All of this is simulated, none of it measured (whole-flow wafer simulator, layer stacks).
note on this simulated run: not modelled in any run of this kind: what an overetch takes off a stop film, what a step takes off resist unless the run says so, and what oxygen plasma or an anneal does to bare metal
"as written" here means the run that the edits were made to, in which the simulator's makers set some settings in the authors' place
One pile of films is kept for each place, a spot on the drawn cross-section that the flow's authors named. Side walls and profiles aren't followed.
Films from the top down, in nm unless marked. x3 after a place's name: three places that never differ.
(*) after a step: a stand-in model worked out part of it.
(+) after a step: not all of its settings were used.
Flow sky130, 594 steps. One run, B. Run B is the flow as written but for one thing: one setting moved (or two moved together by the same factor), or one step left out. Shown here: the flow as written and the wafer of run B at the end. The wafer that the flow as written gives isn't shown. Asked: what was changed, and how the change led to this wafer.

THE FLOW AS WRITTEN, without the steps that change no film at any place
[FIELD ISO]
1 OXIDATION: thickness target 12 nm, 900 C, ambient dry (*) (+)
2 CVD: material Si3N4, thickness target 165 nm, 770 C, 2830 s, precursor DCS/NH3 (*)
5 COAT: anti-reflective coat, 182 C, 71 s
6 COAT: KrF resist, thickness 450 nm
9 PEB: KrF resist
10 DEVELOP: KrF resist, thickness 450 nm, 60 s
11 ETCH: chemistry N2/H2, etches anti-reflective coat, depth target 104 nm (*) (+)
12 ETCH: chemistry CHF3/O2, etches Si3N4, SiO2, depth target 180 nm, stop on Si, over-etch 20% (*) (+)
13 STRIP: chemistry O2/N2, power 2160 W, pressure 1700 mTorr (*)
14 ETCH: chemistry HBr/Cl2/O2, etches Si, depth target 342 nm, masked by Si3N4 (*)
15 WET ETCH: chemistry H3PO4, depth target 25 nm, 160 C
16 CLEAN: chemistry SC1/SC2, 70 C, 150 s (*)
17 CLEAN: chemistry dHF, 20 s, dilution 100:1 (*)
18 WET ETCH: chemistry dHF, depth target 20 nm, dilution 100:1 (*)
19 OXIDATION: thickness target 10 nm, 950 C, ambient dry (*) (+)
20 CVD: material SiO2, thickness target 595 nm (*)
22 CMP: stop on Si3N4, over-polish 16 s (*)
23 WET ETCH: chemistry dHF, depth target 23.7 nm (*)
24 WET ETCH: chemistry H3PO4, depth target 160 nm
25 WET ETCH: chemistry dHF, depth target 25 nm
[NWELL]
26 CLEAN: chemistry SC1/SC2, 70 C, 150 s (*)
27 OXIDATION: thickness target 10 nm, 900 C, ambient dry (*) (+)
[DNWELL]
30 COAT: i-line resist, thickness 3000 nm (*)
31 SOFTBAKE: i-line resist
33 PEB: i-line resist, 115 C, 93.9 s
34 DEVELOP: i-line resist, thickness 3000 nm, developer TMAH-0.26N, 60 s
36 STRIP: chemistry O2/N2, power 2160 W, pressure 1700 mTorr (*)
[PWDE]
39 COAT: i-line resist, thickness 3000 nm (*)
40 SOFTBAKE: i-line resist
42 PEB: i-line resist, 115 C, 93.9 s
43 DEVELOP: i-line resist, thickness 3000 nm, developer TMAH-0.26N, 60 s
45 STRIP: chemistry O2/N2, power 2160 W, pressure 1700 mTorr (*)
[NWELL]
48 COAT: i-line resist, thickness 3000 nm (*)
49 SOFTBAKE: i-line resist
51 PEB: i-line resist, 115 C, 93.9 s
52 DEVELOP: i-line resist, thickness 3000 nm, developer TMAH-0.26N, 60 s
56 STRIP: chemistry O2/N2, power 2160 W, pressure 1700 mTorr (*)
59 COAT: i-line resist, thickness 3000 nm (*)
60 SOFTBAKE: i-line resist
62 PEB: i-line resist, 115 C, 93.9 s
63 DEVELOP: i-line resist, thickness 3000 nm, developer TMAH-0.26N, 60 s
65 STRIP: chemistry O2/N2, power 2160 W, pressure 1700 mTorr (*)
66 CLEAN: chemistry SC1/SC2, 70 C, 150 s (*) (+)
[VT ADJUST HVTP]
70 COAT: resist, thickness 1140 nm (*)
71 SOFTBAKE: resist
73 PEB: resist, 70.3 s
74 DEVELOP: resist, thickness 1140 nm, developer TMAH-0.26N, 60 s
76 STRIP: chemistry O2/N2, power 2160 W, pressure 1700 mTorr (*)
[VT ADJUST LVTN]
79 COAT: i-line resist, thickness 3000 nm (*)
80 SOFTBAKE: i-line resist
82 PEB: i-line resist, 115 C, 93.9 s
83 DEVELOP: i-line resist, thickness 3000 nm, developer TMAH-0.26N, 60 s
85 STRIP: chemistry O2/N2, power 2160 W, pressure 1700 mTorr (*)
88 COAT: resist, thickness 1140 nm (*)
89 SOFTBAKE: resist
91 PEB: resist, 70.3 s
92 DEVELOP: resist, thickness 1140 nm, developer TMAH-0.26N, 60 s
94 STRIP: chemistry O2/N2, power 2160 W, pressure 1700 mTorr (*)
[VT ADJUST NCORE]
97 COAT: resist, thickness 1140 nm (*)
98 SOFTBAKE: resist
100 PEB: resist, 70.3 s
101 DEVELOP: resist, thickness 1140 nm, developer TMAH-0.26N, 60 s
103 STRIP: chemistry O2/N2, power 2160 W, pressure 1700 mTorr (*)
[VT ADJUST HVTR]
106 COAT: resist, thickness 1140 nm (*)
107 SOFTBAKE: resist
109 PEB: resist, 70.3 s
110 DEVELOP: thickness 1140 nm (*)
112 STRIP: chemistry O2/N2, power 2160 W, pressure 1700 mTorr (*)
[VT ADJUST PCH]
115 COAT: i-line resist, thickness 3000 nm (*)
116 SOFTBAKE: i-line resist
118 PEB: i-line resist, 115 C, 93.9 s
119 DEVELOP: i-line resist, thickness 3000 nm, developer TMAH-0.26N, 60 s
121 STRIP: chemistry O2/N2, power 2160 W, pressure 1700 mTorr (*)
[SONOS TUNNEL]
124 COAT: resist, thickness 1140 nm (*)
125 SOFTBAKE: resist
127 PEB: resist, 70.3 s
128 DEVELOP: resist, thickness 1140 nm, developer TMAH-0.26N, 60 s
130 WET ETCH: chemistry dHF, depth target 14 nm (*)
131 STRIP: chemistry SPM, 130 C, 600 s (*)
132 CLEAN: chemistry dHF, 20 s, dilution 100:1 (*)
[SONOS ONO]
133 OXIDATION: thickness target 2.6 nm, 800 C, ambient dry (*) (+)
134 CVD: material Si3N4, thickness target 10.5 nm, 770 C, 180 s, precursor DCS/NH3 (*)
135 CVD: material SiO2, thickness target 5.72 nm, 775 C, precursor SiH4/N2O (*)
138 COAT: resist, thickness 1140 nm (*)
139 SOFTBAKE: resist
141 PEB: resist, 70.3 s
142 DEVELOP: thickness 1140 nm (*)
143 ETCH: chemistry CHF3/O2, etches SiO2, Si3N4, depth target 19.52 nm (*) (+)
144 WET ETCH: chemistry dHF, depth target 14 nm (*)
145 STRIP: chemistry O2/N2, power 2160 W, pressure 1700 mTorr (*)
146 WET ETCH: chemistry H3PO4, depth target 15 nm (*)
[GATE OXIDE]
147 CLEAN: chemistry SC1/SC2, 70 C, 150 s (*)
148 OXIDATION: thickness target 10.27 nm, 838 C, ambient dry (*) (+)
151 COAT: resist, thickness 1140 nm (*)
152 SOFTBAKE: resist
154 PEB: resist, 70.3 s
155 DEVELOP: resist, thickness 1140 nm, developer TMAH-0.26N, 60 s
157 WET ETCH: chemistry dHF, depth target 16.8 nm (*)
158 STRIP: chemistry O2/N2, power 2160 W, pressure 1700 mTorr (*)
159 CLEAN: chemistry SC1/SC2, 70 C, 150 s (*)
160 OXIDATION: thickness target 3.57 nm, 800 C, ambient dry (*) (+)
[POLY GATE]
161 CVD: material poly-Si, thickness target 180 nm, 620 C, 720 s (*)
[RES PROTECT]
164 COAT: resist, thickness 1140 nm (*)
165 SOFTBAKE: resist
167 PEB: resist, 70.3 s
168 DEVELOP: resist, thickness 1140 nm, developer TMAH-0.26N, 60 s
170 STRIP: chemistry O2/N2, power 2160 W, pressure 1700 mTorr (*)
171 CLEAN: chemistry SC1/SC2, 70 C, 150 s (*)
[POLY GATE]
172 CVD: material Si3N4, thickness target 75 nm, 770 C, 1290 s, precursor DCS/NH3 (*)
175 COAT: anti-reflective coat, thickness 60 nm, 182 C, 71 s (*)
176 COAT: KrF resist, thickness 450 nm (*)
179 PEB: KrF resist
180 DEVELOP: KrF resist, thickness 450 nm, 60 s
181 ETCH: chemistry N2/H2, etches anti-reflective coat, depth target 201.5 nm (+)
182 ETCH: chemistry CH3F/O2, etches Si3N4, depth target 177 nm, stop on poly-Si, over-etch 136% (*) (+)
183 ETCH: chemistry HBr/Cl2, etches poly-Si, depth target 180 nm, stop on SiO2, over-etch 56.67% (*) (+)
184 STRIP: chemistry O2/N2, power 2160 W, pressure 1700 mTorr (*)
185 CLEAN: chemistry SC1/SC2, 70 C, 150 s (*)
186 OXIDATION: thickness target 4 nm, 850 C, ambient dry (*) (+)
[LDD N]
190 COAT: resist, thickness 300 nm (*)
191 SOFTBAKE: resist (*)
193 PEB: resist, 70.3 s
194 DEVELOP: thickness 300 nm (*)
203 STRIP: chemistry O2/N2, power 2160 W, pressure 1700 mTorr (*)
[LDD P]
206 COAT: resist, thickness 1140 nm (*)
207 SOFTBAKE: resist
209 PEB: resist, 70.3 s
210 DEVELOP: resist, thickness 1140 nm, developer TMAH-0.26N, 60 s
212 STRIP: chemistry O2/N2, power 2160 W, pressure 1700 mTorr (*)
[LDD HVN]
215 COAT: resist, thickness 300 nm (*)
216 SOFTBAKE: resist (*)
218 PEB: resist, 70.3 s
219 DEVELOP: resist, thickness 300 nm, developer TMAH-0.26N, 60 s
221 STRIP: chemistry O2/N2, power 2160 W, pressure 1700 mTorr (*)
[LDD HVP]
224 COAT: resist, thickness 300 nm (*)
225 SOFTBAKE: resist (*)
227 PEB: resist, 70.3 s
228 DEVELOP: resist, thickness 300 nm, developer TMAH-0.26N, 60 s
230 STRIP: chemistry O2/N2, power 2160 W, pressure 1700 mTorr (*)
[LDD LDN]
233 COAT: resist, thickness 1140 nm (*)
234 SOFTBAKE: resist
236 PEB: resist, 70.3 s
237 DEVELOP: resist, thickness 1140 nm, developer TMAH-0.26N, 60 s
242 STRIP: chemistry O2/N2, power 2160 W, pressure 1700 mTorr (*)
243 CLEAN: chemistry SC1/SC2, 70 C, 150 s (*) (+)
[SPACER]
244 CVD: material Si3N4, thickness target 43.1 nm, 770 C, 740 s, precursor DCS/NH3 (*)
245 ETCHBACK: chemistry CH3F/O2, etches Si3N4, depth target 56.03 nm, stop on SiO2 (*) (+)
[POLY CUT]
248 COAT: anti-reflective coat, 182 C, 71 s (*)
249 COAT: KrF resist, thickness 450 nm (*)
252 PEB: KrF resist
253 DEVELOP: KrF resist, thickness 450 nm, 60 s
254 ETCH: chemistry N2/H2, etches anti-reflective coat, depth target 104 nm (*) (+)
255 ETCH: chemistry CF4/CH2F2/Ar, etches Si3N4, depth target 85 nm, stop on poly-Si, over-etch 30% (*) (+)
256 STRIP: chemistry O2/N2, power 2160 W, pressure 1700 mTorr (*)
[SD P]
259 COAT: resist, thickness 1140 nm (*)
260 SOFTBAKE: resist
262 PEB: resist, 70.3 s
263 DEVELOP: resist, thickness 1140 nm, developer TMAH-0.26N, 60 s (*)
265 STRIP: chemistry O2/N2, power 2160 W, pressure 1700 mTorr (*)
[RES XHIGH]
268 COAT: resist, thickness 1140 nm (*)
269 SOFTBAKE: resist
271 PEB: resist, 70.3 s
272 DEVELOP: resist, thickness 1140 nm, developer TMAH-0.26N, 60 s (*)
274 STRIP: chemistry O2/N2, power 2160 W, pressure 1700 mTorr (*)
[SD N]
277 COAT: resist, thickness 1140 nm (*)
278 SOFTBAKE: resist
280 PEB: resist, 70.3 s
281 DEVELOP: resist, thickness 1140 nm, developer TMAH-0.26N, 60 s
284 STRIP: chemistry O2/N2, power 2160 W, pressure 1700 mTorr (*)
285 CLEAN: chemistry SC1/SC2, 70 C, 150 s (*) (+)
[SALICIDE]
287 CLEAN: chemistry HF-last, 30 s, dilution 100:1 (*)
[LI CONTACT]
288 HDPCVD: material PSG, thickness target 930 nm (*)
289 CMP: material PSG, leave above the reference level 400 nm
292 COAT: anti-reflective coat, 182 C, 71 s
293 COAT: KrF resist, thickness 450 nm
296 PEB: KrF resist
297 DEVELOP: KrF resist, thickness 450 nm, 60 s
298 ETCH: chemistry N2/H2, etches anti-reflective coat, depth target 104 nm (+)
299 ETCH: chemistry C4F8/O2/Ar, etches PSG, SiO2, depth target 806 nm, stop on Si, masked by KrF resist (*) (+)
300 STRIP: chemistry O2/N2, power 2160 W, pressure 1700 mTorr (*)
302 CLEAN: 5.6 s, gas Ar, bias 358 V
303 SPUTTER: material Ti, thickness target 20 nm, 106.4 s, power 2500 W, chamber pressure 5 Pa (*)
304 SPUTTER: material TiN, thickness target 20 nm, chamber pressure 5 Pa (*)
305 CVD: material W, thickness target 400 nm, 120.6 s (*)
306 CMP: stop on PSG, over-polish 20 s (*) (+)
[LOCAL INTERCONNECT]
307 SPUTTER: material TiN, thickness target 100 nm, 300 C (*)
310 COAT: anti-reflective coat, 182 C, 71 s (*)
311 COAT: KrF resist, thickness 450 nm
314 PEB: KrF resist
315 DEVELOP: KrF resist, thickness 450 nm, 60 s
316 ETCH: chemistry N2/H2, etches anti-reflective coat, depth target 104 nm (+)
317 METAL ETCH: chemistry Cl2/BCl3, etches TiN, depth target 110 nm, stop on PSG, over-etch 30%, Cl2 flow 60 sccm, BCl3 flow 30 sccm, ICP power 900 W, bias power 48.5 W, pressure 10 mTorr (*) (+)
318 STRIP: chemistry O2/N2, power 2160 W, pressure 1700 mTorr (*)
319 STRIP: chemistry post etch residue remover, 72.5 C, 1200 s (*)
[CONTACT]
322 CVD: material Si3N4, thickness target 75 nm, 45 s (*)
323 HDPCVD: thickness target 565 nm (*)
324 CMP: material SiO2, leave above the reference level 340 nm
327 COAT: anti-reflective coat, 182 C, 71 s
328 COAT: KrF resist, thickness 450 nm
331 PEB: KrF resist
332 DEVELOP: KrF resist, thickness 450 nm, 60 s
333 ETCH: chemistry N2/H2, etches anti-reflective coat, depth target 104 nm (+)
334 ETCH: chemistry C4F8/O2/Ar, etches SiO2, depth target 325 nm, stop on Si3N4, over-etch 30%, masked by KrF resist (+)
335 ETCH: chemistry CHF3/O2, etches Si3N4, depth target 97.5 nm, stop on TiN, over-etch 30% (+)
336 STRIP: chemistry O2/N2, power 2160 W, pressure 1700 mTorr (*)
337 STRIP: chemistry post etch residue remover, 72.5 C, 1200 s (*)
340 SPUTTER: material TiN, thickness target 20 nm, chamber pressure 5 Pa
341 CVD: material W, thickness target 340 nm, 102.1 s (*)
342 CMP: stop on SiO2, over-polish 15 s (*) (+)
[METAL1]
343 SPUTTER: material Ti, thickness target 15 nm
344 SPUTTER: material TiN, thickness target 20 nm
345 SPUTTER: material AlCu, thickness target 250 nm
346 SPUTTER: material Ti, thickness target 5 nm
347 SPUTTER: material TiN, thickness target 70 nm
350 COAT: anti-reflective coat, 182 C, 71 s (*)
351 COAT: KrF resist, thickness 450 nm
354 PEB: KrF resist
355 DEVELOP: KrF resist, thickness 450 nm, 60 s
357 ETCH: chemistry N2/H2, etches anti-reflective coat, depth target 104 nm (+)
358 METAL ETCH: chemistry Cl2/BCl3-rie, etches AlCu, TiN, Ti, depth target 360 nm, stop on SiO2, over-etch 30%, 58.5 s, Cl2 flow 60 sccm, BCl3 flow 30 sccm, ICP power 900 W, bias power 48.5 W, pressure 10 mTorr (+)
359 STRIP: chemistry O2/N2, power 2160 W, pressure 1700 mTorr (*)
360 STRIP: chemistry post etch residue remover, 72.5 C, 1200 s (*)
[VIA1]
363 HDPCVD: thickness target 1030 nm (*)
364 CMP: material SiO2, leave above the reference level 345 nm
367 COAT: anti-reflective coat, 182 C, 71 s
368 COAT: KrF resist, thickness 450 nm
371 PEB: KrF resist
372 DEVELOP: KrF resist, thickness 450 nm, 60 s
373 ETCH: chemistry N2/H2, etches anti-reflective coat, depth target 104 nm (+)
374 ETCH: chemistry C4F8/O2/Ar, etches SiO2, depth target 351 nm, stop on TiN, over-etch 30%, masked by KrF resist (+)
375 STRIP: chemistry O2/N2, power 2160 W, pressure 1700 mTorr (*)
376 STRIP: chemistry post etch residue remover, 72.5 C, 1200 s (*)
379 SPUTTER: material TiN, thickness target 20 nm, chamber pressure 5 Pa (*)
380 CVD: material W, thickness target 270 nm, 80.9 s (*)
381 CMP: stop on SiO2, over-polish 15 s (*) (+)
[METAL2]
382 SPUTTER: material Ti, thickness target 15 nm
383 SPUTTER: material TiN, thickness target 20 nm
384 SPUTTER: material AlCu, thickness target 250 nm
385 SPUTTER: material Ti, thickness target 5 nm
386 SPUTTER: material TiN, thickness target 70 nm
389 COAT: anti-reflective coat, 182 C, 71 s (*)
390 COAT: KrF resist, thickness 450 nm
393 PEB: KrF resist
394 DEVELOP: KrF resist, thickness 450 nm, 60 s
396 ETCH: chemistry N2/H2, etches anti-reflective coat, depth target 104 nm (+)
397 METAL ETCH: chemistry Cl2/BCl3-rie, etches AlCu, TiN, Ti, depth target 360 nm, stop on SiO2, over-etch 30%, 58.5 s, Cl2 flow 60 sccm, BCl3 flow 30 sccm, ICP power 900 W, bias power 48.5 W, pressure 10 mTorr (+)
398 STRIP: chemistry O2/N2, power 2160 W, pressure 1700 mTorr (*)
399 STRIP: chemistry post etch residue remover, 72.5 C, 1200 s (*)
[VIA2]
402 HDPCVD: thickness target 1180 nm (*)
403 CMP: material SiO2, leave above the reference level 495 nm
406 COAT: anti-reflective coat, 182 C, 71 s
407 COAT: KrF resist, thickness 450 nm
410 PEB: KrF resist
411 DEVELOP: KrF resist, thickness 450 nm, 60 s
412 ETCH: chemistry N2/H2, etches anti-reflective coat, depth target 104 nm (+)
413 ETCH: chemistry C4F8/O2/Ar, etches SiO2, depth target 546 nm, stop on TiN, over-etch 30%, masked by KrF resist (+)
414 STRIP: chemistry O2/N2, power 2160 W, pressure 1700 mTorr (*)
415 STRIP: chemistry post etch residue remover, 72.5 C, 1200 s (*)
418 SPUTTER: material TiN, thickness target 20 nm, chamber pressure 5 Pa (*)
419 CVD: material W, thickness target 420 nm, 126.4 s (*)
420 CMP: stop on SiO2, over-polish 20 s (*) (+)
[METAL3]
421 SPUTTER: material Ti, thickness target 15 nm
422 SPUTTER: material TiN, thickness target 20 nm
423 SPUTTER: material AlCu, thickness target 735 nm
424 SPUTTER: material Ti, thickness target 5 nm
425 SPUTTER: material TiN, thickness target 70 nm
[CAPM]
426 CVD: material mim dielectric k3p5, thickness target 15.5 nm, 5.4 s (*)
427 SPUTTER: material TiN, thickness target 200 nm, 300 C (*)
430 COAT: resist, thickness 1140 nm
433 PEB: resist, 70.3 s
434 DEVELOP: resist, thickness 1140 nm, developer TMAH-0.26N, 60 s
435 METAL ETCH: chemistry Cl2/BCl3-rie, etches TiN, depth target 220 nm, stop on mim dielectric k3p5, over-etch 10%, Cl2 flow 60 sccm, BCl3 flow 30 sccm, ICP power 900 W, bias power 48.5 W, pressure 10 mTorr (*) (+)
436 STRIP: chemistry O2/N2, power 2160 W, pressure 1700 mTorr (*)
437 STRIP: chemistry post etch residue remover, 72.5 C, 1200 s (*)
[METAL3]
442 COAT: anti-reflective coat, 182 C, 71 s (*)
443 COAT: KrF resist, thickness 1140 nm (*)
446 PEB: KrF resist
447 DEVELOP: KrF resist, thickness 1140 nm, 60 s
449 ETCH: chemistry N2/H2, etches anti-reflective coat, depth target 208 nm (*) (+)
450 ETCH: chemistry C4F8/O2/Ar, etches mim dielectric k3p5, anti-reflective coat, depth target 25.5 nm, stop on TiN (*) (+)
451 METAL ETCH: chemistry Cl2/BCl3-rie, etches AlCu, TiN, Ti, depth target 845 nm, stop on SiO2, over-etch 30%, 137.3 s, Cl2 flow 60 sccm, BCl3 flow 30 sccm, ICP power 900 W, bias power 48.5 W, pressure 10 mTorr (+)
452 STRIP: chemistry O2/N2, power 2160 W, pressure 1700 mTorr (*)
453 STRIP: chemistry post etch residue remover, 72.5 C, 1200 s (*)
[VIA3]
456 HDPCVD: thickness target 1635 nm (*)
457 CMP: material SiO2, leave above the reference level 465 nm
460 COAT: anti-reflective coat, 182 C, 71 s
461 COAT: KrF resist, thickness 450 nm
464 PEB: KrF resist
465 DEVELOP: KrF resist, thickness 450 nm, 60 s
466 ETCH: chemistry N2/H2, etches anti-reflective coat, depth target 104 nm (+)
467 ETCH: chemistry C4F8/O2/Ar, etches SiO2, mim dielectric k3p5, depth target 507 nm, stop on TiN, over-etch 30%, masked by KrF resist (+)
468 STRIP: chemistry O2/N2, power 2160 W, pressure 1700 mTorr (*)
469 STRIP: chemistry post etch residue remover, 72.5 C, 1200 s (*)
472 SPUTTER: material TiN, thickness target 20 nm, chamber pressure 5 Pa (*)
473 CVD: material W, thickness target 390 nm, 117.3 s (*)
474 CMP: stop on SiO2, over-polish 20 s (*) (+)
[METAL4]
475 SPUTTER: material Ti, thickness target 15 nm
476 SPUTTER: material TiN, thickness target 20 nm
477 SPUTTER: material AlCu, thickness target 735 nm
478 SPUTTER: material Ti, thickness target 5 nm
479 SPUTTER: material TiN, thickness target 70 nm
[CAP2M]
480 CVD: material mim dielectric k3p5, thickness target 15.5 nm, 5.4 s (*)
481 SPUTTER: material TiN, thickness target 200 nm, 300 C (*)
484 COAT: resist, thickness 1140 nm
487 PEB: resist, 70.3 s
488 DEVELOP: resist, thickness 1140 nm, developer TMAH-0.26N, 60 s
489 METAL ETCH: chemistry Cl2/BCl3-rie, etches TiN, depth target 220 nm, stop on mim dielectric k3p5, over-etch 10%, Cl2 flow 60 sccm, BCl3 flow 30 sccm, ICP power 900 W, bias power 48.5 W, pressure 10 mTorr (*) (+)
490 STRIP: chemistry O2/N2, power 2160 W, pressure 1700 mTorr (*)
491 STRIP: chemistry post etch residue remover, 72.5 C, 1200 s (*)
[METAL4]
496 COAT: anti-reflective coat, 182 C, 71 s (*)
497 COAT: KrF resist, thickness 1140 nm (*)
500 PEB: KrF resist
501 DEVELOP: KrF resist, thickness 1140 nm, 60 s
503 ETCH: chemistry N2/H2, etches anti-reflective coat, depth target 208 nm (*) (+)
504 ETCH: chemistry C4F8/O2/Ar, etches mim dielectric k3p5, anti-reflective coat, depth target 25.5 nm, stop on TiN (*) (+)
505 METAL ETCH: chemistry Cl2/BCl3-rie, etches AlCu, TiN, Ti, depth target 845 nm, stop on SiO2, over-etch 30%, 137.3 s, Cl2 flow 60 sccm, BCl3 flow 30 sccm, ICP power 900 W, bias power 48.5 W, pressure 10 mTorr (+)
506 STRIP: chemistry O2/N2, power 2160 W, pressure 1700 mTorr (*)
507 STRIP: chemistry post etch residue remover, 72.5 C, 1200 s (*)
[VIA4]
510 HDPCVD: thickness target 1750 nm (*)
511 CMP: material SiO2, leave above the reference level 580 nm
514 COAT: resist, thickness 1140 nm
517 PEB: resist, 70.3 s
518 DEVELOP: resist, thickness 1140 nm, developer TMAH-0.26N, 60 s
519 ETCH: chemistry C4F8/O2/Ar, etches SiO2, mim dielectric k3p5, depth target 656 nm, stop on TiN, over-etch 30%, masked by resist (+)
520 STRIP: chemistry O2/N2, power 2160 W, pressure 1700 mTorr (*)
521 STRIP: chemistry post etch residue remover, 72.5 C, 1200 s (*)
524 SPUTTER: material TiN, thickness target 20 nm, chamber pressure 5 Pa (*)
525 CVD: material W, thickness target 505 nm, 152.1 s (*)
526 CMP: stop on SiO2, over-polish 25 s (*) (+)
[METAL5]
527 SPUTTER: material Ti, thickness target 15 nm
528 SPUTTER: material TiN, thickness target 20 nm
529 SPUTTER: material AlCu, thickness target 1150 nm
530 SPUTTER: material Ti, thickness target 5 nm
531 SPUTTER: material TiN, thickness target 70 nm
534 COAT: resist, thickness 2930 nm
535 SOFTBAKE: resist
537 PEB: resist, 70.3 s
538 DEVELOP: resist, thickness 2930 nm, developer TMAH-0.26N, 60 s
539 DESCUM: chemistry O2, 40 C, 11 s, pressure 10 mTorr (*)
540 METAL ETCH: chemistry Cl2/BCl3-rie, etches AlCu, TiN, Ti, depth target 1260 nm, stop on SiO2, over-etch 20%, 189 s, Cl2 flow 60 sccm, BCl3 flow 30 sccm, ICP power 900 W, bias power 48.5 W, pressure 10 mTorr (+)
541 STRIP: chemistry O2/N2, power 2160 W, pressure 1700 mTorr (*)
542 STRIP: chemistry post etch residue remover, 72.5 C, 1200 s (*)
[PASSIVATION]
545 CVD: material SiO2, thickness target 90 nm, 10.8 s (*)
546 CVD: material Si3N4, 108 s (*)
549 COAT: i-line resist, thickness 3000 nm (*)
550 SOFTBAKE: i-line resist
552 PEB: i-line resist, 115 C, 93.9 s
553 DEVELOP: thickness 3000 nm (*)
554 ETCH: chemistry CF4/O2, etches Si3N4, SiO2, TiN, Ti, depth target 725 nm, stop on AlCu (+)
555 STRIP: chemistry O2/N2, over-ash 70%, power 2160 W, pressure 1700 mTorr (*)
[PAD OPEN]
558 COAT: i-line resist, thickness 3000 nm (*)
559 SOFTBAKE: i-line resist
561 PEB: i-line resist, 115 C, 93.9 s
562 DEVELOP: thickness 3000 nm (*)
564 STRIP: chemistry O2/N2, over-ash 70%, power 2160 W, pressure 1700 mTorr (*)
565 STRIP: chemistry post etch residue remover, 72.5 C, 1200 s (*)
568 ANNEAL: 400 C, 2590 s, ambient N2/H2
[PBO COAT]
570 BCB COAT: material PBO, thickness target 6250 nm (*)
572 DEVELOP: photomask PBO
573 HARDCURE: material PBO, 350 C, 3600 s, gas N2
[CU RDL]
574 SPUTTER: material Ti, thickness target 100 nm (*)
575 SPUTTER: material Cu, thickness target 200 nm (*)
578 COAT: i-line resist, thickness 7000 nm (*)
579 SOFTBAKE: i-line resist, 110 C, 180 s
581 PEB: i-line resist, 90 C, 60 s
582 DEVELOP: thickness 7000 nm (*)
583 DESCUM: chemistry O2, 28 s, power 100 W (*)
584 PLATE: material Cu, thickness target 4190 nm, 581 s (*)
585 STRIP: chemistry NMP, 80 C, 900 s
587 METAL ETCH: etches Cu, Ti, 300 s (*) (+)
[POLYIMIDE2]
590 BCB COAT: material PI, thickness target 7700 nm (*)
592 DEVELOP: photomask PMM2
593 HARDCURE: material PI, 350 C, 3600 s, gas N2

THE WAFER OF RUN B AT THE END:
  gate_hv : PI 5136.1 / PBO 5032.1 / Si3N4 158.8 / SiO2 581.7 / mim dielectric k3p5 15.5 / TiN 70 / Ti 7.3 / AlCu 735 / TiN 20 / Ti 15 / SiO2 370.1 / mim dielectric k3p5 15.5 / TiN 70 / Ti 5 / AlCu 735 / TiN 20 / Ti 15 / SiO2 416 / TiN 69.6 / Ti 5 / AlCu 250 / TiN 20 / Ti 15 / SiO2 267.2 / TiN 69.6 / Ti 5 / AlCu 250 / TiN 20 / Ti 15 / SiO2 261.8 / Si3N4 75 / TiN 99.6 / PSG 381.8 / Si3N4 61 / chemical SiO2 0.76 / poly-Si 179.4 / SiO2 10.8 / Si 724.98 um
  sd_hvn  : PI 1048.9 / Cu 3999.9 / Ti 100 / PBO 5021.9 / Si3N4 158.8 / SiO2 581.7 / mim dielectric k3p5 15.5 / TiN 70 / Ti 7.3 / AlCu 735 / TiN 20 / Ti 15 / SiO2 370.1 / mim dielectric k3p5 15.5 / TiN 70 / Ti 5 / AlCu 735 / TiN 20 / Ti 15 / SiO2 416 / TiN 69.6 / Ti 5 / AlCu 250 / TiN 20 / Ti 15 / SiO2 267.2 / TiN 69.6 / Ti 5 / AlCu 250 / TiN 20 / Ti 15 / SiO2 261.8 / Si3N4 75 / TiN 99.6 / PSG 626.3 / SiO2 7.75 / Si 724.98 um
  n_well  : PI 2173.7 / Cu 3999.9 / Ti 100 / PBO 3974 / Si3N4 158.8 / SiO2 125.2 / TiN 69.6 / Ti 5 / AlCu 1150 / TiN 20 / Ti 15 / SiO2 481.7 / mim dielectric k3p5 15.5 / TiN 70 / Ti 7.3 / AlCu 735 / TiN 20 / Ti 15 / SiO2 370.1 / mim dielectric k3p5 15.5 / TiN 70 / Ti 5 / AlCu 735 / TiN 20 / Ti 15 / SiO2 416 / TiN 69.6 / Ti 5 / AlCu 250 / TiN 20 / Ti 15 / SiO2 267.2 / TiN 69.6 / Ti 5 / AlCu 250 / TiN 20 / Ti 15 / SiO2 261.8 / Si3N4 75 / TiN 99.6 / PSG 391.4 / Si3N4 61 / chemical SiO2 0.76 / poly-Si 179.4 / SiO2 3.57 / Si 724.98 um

The cause: step 478, SPUTTER: thickness target 7.3 nm was run, where the flow has thickness target 5 nm.
It can be read off the wafer: gate_hv has Ti 7.3, and step 478 as written asks for 5 nm.

How the change led to this, step by step:
  478 SPUTTER: material Ti, thickness target 5 nm
      field, active, n_well and 189 more: Ti +7.3 (new film) (as written it would be: Ti +5 (new film))
  505 METAL ETCH: chemistry Cl2/BCl3-rie, etches AlCu, TiN, Ti, depth target 845 nm, stop on SiO2, over-etch 30%, 137.3 s, Cl2 flow 60 sccm, BCl3 flow 30 sccm, ICP power 900 W, bias power 48.5 W, pressure 10 mTorr (+)
      field, gate, spacer and 68 more: TiN -70 (all of it), Ti -7.3 (all of it), AlCu -735 (all of it), TiN -20 (all of it), Ti -15 (all of it), SiO2 -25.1 (as written it would be: TiN -70 (all of it), Ti -5 (all of it), AlCu -735 (all of it), TiN -20 (all of it), Ti -15 (all of it), SiO2 -25.4)
      active, vpp_iso1, mim_edge_plate and 14 more: TiN -70 (all of it), Ti -7.3 (all of it), AlCu -735 (all of it), TiN -20 (all of it), Ti -15 (all of it), SiO2 -25.1 (as written it would be: TiN -70 (all of it), Ti -5 (all of it), AlCu -735 (all of it), TiN -20 (all of it), Ti -15 (all of it), SiO2 -25.3)
